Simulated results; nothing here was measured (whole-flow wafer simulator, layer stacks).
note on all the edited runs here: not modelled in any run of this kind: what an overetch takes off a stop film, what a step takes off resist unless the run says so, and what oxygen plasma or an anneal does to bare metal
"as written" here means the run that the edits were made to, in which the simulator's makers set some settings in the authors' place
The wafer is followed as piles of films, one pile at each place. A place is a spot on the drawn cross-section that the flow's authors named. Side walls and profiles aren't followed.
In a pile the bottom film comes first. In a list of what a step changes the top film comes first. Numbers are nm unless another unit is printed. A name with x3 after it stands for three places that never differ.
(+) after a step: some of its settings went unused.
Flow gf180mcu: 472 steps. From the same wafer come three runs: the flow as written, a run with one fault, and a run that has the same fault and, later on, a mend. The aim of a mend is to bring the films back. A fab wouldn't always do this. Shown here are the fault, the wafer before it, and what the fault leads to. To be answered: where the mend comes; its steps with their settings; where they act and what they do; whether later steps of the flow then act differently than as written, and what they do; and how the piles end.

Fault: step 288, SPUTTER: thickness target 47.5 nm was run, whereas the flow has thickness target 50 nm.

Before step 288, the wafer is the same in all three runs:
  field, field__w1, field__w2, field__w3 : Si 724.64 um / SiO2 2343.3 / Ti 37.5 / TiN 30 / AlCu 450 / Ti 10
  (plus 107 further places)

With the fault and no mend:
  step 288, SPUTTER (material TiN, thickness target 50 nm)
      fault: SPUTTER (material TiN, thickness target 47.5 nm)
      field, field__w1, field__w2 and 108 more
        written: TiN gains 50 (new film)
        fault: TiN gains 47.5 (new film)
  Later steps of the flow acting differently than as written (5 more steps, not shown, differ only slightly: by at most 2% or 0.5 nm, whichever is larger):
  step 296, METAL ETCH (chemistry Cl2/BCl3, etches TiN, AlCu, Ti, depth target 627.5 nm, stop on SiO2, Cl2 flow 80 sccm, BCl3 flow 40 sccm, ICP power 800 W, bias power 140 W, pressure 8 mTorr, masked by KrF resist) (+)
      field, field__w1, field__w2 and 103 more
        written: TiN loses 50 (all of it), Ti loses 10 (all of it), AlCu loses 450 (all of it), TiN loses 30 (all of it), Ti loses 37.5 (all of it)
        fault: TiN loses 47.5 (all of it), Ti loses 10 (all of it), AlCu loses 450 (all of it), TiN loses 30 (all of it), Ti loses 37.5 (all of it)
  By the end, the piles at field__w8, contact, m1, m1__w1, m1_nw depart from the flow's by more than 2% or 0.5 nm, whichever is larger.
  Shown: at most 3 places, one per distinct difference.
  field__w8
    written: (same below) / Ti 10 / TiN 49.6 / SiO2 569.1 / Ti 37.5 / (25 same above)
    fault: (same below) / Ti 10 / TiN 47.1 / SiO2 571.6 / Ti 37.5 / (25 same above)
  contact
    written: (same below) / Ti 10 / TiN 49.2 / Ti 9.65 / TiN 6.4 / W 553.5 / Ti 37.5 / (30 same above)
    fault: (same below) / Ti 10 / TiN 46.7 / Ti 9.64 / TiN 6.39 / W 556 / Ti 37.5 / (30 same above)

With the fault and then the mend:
  After step 288 comes the mend.
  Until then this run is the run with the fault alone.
  step 288a, SPUTTER (material TiN, thickness target 2.5 nm) (the flow's step 288, run once more with other settings)
      field, field__w1, field__w2 and 108 more
        TiN gains 2.5
  None of the later steps of the flow acts differently than as written at any place that is followed.
  By the end, the piles equal the flow's at every place that both follow.
